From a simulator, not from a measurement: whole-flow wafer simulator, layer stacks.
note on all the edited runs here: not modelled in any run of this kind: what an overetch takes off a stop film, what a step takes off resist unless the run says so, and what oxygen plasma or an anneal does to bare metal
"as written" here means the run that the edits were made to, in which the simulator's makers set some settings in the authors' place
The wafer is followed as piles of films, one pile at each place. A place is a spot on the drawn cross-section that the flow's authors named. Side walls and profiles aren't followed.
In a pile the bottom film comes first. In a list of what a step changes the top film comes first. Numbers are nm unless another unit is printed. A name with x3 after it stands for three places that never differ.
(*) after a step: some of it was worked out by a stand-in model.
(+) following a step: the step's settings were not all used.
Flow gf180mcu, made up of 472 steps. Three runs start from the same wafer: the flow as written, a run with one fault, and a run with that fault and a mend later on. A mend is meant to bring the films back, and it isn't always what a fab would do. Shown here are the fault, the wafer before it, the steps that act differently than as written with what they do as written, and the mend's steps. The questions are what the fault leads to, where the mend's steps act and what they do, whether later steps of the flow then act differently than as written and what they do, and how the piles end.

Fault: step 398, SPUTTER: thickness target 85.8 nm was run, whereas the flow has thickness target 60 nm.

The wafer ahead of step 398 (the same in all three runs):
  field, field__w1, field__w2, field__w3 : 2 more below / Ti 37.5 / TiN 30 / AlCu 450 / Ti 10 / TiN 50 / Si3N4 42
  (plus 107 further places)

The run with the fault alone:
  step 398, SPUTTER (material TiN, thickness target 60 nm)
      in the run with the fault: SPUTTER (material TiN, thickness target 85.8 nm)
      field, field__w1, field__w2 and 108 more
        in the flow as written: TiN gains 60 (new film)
        in the run with the fault: TiN gains 85.8 (new film)
  Steps further on in the flow that do not act as written (4 other steps are not shown; they differ only slightly, by no more than 2% or 0.5 nm, whichever is larger):
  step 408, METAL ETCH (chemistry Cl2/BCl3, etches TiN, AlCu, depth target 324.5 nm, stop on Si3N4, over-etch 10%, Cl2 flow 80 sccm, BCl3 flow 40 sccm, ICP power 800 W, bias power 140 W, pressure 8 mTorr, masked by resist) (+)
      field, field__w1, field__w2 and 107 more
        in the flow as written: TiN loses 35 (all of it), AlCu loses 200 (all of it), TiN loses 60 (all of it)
        in the run with the fault: TiN loses 35 (all of it), AlCu loses 200 (all of it), TiN loses 85.8 (all of it)
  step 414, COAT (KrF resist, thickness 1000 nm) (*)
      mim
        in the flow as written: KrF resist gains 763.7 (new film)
        in the run with the fault: KrF resist gains 744.2 (new film)
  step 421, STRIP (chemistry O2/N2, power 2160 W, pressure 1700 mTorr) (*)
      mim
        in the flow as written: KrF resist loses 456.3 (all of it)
        in the run with the fault: KrF resist loses 437.1 (all of it)
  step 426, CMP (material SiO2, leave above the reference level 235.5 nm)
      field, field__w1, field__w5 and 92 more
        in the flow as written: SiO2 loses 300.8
        in the run with the fault: SiO2 loses 275
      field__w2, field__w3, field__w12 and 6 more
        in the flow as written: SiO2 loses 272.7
        in the run with the fault: SiO2 loses 246.9
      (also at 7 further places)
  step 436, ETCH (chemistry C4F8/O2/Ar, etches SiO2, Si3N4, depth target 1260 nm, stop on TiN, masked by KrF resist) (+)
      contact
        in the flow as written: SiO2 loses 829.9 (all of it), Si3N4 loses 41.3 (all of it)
        in the run with the fault: SiO2 loses 855.7 (all of it), Si3N4 loses 41.3 (all of it)
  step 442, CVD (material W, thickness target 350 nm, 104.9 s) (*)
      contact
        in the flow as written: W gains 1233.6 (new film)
        in the run with the fault: W gains 1259.6 (new film)
  By the end, the piles at field__w8, contact, m1, m1__w1, mim, m1_nw depart from the flow's by more than 2% or 0.5 nm, whichever is larger.
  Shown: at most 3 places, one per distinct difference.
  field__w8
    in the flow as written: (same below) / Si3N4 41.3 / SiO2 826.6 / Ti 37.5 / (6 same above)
    in the run with the fault: (same below) / Si3N4 41.3 / SiO2 852.4 / Ti 37.5 / (6 same above)
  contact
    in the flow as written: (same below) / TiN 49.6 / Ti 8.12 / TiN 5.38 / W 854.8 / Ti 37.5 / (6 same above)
    in the run with the fault: (same below) / TiN 49.6 / Ti 8 / TiN 5.3 / W 880.8 / Ti 37.5 / (6 same above)
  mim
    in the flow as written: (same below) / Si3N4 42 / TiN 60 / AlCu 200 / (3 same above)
    in the run with the fault: (same below) / Si3N4 42 / TiN 85.8 / AlCu 200 / (3 same above)

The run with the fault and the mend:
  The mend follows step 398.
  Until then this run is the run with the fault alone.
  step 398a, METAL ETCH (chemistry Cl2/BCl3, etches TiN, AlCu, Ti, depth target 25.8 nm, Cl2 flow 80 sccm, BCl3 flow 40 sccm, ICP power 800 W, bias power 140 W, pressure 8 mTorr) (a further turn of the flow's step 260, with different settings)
      field, field__w1, field__w2 and 108 more
        TiN loses 25.8
  Every later step of the flow that is run acts as written at every place that is followed.
  By the end, the piles equal the flow's at every place that both follow.
